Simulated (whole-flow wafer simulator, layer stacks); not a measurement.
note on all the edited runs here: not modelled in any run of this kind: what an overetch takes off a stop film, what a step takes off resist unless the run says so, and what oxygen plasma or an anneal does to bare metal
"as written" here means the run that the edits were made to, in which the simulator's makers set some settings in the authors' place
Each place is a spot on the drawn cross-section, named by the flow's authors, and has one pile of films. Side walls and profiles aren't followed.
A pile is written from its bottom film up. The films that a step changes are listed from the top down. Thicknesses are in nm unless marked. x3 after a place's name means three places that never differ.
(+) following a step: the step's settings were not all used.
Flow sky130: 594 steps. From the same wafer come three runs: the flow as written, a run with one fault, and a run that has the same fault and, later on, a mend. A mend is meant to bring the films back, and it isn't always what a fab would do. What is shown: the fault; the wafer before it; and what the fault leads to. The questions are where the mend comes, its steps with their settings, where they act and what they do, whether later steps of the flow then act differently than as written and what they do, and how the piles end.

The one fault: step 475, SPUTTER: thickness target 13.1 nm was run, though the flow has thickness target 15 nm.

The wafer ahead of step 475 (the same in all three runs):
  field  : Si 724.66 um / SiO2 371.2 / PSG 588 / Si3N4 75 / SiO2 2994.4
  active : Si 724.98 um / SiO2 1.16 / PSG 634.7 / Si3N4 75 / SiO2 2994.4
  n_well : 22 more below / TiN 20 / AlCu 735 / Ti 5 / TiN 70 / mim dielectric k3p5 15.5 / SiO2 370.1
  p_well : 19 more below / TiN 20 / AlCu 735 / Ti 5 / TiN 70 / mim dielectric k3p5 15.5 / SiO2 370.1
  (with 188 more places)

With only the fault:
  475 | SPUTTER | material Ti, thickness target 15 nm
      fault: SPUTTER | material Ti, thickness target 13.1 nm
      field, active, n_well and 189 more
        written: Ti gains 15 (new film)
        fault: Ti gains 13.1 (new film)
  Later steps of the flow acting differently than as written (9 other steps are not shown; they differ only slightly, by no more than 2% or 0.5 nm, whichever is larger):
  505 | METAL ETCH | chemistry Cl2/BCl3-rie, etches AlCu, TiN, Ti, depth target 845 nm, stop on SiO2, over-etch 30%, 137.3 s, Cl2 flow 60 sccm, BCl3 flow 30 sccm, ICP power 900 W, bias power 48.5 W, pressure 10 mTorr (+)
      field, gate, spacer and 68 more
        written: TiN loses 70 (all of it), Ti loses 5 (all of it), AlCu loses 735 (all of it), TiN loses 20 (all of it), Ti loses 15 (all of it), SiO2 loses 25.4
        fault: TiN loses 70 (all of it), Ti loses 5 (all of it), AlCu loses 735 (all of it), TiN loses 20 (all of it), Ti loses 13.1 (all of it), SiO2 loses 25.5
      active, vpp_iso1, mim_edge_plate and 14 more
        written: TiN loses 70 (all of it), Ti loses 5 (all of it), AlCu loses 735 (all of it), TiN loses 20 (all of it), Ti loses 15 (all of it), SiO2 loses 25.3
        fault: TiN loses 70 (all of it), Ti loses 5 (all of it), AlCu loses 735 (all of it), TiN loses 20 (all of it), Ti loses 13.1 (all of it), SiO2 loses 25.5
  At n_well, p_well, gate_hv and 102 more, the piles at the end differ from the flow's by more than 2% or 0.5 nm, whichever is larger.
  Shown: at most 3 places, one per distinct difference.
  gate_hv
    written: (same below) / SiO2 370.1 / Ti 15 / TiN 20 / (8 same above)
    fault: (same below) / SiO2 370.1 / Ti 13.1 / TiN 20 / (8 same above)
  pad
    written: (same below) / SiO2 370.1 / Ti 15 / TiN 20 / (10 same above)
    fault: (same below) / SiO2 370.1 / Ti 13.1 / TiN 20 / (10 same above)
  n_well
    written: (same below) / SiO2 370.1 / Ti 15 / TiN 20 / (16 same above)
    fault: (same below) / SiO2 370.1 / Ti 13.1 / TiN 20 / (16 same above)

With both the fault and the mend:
  After step 475 comes the mend.
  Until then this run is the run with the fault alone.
  475a | SPUTTER | material Ti, thickness target 1.9 nm (the flow's step 475 again, with other settings)
      field, active, n_well and 189 more
        Ti gains 1.9
  Every later step of the flow that is run acts as written at every place that is followed.
  By the end, the piles equal the flow's at every place that both follow.
